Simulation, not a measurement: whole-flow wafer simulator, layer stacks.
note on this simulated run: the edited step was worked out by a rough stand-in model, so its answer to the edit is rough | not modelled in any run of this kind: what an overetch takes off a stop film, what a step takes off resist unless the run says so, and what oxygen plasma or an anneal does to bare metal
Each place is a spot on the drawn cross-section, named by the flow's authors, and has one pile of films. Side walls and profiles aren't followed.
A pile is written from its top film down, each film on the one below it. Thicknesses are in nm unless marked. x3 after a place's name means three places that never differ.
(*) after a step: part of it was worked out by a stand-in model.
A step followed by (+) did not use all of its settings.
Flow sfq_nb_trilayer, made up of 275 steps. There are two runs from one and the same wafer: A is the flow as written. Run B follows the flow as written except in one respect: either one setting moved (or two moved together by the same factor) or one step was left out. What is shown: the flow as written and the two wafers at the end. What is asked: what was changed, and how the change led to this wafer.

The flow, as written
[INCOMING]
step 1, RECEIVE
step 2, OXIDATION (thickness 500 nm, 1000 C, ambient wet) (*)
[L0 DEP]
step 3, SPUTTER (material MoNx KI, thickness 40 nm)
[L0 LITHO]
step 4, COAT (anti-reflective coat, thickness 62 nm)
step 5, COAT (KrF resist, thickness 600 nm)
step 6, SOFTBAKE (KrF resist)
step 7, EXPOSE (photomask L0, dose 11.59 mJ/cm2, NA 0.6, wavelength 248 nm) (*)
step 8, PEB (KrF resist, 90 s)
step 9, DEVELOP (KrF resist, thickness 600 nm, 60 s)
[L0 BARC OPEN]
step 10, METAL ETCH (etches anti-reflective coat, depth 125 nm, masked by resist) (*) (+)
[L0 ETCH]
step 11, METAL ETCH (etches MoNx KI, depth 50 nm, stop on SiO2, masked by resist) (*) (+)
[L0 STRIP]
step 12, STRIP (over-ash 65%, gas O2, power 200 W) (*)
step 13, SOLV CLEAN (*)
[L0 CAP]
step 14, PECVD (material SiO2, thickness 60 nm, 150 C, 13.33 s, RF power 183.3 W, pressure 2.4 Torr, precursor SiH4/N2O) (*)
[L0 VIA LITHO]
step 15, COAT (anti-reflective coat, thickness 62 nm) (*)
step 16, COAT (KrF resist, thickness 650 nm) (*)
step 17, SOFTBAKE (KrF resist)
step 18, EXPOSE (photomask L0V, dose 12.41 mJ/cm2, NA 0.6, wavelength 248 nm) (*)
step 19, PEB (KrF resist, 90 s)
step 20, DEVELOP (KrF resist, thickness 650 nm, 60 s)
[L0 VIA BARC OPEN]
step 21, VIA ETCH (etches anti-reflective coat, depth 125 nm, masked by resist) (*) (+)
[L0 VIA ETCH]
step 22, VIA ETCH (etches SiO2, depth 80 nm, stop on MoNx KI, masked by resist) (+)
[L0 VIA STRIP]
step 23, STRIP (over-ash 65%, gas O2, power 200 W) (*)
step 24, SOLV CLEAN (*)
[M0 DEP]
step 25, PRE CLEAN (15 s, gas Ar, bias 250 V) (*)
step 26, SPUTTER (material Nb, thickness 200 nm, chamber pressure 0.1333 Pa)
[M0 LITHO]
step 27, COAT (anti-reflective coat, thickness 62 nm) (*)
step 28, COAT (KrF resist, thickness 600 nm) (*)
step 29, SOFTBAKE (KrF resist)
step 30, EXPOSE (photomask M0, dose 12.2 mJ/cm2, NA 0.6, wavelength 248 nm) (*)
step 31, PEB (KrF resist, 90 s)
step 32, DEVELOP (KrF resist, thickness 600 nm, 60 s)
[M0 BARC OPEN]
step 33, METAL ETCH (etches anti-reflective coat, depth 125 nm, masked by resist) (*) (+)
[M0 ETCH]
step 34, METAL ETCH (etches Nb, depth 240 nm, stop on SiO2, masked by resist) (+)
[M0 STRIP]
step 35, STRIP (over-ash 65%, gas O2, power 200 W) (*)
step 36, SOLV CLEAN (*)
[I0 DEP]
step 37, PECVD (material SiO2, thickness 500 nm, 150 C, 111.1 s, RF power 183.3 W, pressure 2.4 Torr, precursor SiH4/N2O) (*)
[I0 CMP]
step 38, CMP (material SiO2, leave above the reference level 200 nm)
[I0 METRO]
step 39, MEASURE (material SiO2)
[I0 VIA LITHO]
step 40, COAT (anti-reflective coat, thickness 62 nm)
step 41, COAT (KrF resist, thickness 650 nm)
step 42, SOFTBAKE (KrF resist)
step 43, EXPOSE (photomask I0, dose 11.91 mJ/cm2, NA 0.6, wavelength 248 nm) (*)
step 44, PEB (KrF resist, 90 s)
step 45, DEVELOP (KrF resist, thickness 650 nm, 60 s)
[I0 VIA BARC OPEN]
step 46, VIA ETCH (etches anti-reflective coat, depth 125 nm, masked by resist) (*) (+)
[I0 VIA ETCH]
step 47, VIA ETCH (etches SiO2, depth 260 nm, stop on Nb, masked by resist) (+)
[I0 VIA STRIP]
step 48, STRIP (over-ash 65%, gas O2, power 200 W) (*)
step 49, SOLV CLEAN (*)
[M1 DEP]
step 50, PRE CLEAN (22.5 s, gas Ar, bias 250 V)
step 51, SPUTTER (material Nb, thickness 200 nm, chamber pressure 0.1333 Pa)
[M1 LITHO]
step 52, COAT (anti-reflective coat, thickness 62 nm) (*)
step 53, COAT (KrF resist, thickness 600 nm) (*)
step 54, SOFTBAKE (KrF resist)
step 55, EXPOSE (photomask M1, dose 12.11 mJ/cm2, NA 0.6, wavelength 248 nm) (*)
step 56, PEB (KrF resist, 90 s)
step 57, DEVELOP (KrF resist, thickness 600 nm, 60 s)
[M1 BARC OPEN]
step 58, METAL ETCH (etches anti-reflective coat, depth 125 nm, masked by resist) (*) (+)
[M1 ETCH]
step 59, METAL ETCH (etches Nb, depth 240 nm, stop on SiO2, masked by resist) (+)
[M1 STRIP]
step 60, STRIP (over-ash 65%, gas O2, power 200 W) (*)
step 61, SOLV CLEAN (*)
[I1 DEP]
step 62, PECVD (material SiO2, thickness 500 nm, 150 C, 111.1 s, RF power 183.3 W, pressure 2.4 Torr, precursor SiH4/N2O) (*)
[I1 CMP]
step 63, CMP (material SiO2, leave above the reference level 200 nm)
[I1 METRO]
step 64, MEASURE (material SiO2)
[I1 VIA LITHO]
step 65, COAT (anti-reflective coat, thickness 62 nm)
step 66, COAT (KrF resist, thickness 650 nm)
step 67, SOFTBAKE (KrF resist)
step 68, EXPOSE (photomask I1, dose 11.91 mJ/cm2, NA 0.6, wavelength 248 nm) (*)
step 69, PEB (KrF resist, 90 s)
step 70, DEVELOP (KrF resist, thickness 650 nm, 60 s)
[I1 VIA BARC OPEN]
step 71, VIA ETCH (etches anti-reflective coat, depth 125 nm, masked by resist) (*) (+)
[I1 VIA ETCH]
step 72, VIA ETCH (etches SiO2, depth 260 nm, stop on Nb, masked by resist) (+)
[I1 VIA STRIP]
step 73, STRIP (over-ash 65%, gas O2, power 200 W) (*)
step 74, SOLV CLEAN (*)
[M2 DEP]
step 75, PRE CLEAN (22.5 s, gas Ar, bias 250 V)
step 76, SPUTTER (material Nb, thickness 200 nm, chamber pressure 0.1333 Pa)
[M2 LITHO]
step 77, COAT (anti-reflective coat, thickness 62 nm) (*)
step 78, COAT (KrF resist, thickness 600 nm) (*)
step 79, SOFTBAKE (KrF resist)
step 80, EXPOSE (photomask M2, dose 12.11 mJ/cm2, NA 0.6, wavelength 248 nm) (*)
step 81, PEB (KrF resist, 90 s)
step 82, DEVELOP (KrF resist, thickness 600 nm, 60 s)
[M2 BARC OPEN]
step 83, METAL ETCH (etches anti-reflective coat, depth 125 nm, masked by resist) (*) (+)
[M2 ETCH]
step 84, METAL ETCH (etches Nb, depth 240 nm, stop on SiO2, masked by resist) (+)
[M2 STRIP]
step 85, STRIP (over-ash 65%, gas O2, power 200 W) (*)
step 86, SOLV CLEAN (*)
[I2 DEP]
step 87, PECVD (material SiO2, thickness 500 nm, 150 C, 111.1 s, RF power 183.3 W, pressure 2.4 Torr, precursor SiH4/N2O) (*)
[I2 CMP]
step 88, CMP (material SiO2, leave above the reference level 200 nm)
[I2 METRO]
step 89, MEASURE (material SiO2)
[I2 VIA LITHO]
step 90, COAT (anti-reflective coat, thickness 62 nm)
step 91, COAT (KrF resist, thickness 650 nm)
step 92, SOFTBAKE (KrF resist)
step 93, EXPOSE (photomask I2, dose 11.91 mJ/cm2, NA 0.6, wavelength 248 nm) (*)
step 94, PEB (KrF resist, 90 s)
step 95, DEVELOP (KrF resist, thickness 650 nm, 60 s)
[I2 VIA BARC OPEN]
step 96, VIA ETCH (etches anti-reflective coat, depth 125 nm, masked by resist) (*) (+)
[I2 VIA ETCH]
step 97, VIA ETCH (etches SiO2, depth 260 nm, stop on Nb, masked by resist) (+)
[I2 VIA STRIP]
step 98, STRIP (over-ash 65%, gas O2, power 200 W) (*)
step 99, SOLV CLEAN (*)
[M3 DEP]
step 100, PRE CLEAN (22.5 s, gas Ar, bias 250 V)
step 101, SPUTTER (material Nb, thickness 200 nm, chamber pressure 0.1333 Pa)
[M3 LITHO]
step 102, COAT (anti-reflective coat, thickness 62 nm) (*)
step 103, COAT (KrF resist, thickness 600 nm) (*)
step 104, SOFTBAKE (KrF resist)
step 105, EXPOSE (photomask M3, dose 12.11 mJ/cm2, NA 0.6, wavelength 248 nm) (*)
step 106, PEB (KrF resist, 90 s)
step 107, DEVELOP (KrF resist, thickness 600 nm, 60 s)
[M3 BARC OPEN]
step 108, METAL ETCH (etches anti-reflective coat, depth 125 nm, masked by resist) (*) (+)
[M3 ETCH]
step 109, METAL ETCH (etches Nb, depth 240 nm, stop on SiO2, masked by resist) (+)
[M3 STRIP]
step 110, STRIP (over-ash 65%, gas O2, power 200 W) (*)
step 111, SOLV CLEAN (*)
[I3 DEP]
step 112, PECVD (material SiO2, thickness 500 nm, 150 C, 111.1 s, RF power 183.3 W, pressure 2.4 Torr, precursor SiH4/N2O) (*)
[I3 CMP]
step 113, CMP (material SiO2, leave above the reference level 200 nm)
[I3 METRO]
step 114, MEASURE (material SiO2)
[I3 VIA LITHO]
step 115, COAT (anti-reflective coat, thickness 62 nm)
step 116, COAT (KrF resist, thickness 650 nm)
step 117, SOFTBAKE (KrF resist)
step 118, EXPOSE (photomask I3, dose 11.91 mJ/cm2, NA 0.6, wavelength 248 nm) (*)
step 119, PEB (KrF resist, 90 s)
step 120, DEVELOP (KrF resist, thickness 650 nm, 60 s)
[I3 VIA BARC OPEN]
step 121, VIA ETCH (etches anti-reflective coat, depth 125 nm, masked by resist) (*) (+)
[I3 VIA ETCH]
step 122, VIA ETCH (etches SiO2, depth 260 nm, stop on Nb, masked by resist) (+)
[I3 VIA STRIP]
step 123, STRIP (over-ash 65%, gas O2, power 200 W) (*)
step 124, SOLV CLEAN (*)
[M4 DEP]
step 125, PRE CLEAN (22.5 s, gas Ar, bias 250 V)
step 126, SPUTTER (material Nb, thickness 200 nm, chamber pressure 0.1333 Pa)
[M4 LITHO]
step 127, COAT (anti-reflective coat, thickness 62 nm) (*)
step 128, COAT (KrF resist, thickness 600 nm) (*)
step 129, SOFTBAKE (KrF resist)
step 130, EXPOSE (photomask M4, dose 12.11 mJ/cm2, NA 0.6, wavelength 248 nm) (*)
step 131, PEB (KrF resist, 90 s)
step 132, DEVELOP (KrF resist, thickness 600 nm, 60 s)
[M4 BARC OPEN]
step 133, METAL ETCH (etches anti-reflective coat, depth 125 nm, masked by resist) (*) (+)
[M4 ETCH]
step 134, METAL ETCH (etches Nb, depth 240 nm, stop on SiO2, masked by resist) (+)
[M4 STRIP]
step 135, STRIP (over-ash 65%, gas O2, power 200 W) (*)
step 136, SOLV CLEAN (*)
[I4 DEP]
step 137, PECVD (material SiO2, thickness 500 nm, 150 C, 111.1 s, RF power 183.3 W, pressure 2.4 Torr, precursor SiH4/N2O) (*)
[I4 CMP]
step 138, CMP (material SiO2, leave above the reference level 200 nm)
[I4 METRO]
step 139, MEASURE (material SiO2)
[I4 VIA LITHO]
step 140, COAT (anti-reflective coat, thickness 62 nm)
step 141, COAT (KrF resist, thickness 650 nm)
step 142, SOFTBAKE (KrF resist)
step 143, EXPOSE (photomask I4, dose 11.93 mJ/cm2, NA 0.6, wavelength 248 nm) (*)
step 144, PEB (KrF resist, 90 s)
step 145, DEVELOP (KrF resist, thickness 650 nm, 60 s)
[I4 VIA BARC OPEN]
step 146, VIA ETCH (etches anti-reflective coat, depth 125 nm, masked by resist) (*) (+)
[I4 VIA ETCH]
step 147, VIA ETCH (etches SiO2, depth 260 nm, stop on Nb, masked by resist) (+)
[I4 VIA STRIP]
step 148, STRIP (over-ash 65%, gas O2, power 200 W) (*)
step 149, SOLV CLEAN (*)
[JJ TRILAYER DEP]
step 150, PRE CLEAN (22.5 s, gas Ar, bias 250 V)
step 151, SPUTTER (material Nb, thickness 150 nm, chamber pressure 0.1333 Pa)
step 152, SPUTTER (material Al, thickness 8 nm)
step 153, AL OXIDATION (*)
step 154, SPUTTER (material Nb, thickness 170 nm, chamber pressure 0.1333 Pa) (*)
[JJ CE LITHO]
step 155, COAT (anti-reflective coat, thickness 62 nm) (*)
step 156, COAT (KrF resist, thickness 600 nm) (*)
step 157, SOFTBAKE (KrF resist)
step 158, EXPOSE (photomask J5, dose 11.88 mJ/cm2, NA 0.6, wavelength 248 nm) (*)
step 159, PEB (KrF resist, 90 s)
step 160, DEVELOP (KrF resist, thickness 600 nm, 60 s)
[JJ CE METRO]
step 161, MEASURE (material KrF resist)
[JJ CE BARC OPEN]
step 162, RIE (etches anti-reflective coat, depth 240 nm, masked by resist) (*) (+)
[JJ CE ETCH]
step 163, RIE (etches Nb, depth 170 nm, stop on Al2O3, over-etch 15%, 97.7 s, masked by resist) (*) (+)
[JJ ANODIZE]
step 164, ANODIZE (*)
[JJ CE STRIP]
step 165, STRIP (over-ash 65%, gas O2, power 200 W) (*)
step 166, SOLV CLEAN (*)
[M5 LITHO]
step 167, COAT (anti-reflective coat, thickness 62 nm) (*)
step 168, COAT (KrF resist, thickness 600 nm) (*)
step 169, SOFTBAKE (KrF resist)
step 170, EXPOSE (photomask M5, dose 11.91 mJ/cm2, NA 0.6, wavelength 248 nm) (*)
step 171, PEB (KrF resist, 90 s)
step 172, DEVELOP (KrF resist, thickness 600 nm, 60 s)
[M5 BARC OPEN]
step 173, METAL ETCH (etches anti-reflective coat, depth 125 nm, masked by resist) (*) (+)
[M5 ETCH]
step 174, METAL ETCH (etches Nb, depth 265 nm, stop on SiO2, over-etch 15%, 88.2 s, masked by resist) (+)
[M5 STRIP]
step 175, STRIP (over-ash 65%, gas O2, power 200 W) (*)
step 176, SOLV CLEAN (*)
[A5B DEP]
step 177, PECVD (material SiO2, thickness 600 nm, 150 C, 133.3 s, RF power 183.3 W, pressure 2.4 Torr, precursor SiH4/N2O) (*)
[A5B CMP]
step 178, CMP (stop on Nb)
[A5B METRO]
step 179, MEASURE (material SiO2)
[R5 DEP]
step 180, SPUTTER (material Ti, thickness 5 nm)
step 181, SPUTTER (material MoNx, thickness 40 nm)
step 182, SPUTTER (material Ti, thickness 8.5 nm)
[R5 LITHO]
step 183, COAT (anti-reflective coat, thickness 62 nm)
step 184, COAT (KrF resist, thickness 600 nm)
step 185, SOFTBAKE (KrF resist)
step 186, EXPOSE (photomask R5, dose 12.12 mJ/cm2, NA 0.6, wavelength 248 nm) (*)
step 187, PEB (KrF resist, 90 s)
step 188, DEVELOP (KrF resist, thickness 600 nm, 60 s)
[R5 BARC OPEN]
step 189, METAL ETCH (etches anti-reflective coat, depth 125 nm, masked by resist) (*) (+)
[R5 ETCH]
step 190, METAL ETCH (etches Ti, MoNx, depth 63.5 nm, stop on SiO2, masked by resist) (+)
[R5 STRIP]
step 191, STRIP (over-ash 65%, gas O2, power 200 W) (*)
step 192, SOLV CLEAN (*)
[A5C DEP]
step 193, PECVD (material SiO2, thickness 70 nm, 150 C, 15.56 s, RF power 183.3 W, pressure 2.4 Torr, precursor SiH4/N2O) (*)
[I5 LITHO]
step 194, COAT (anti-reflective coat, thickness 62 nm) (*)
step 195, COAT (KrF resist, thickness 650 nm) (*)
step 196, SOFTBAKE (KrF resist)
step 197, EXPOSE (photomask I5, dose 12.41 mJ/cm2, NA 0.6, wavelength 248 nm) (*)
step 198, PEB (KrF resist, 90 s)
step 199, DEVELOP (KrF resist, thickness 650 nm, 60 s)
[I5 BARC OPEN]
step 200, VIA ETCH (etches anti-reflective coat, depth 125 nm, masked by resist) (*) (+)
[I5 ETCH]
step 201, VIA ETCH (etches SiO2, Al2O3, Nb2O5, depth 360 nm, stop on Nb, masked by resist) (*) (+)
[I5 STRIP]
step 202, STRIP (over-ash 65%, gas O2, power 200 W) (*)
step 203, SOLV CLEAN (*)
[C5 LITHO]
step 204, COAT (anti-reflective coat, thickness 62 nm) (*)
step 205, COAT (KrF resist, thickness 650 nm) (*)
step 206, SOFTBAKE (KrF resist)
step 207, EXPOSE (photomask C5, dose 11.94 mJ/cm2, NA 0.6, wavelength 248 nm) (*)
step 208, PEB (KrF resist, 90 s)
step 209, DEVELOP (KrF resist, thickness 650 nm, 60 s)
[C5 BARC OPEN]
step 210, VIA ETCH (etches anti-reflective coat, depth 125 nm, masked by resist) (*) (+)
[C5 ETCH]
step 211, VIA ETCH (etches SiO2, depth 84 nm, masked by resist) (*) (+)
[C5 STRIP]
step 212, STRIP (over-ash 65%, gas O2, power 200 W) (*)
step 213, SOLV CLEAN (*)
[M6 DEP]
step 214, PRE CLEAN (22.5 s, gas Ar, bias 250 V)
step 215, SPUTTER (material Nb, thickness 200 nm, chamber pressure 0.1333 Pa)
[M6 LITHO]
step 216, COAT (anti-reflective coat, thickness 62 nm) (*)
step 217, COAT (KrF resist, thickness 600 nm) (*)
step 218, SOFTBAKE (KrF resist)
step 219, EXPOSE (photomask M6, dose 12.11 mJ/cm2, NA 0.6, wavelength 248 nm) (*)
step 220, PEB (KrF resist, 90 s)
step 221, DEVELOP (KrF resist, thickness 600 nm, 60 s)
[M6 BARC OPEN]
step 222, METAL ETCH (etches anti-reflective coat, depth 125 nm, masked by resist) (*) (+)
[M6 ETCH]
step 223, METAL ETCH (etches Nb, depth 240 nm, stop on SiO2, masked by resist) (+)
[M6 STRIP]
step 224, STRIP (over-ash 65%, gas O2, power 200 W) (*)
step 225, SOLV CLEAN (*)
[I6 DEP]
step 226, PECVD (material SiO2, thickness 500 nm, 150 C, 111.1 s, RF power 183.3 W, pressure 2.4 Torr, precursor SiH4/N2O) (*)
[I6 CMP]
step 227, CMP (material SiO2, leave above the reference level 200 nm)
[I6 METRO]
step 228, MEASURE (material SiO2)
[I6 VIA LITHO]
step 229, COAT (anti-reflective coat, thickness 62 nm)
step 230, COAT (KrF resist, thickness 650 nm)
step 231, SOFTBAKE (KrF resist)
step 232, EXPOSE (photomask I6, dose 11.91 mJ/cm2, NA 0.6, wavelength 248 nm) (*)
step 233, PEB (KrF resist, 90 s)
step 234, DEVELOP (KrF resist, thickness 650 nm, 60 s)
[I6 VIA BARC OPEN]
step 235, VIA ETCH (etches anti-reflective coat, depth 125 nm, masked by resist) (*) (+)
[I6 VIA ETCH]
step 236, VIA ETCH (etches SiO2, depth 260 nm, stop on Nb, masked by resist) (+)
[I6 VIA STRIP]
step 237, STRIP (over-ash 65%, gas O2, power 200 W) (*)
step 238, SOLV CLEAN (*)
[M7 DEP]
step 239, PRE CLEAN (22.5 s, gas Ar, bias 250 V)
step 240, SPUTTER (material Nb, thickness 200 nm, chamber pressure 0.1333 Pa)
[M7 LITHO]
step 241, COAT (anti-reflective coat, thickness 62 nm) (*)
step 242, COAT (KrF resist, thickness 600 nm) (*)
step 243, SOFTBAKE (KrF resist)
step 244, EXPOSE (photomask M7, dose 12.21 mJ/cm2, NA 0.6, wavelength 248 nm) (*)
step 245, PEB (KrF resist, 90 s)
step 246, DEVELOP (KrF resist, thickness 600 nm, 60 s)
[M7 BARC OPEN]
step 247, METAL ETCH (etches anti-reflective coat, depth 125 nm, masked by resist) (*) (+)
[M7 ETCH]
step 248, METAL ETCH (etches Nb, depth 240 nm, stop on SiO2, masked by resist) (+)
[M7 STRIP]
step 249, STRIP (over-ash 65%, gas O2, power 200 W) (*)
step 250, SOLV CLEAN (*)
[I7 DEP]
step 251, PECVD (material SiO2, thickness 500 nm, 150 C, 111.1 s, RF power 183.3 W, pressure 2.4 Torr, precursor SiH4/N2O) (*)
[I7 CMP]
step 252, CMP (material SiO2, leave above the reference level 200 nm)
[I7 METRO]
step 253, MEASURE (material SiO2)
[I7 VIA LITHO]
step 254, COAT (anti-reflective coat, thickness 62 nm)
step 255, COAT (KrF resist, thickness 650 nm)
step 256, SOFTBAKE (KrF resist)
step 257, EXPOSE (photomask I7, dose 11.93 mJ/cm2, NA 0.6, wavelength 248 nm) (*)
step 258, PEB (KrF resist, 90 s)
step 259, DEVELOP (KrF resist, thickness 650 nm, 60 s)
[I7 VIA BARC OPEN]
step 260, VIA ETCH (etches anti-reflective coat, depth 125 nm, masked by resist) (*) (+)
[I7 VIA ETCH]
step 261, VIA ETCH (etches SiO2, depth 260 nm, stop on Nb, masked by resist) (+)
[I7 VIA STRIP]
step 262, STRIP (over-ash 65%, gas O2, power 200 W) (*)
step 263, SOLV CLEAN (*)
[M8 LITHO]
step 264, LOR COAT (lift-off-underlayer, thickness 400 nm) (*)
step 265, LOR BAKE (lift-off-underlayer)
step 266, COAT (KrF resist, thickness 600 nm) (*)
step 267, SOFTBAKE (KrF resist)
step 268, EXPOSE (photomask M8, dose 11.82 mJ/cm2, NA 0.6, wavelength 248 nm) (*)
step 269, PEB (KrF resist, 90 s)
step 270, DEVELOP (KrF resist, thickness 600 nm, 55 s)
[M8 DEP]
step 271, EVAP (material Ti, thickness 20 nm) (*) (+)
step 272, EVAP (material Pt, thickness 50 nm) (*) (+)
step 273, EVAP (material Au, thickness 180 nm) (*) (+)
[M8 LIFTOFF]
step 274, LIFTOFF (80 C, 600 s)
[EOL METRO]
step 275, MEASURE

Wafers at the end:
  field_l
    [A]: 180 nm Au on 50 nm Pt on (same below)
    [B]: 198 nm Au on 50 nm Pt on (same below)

Cause: step 273, EVAP: thickness 198 nm was run, though the flow has thickness 180 nm.
One can read it off the wafer: field_l has Au 198, and step 273 as written asks for 180 nm.

The path from the change to this, step by step:
  step 273, EVAP (material Au, thickness 180 nm) (*) (+)
      field_l, v_sur, via_wl and 103 more: A +180 Au (new film) | B +198 Au (new film)
  step 274, LIFTOFF (80 C, 600 s)
      p4_fl, p4_fm, p4_w1 and 71 more: A -180 Au (all of it), -50 Pt (all of it), -20 Ti (all of it), -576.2 KrF resist (all of it), -400 lift-off-underlayer (all of it) | B -198 Au (all of it), -50 Pt (all of it), -20 Ti (all of it), -576.2 KrF resist (all of it), -400 lift-off-underlayer (all of it)
      c5j, ce_r: A -180 Au (all of it), -50 Pt (all of it), -20 Ti (all of it), -573.3 KrF resist (all of it), -399.3 lift-off-underlayer (all of it) | B -198 Au (all of it), -50 Pt (all of it), -20 Ti (all of it), -573.3 KrF resist (all of it), -399.3 lift-off-underlayer (all of it)
      (as well as at 19 more places)
